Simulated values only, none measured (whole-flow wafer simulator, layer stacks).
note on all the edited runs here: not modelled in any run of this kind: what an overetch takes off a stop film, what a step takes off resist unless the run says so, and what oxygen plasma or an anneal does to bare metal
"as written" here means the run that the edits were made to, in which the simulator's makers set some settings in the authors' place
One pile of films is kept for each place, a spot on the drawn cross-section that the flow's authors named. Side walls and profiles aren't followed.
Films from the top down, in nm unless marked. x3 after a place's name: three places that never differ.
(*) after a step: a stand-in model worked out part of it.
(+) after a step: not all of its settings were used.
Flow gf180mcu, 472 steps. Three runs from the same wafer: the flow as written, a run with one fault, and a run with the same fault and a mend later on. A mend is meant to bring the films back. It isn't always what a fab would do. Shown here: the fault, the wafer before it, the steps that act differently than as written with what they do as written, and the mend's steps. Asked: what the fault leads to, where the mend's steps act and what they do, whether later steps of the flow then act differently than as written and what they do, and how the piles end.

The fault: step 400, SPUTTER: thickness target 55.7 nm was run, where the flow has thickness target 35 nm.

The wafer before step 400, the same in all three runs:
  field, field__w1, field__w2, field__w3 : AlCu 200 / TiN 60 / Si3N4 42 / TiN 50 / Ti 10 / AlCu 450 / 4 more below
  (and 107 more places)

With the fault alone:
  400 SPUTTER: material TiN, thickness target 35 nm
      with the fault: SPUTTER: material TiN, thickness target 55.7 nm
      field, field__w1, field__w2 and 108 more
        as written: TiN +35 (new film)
        with the fault: TiN +55.7 (new film)
  Later steps of the flow that act differently than as written (5 more steps differ only slightly, by at most 2% or 0.5 nm, whichever is larger, and aren't shown):
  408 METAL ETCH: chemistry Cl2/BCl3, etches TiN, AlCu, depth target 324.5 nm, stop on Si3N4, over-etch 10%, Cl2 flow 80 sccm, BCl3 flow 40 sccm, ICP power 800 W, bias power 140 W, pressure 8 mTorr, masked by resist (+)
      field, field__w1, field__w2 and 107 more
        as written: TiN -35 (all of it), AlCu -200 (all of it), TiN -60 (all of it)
        with the fault: TiN -55.7 (all of it), AlCu -200 (all of it), TiN -60 (all of it)
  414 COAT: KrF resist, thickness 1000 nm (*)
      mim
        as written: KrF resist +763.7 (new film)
        with the fault: KrF resist +748 (new film)
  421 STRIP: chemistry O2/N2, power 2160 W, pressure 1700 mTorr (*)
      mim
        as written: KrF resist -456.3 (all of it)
        with the fault: KrF resist -440.8 (all of it)
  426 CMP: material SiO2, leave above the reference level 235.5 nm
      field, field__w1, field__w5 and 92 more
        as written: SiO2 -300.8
        with the fault: SiO2 -280.1
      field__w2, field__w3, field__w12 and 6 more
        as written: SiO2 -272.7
        with the fault: SiO2 -252
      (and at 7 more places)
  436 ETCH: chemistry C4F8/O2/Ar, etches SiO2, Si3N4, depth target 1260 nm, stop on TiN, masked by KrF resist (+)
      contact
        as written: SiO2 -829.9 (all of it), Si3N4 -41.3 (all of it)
        with the fault: SiO2 -850.6 (all of it), Si3N4 -41.3 (all of it)
  At the end the piles differ from the flow's by more than 2% or 0.5 nm, whichever is larger, at field__w8, contact, m1, m1__w1, mim, m1_nw.
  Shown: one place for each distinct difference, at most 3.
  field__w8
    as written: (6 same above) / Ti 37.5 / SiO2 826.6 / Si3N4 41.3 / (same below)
    with the fault: (6 same above) / Ti 37.5 / SiO2 847.3 / Si3N4 41.3 / (same below)
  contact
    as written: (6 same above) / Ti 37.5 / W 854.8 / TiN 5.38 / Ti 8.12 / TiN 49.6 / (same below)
    with the fault: (6 same above) / Ti 37.5 / W 875.7 / TiN 5.32 / Ti 8.02 / TiN 49.6 / (same below)
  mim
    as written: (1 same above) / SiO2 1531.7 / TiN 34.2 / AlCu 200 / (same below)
    with the fault: (1 same above) / SiO2 1531.7 / TiN 54.9 / AlCu 200 / (same below)

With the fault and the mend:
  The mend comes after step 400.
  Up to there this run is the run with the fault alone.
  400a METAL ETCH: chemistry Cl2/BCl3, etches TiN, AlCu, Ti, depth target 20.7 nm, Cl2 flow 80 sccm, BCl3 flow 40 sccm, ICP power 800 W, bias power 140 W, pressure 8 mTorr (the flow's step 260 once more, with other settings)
      field, field__w1, field__w2 and 108 more
        TiN -20.7
  No later step of the flow acts differently than as written at any place that is followed.
  At the end the piles are the same as the flow's at every place that both follow.
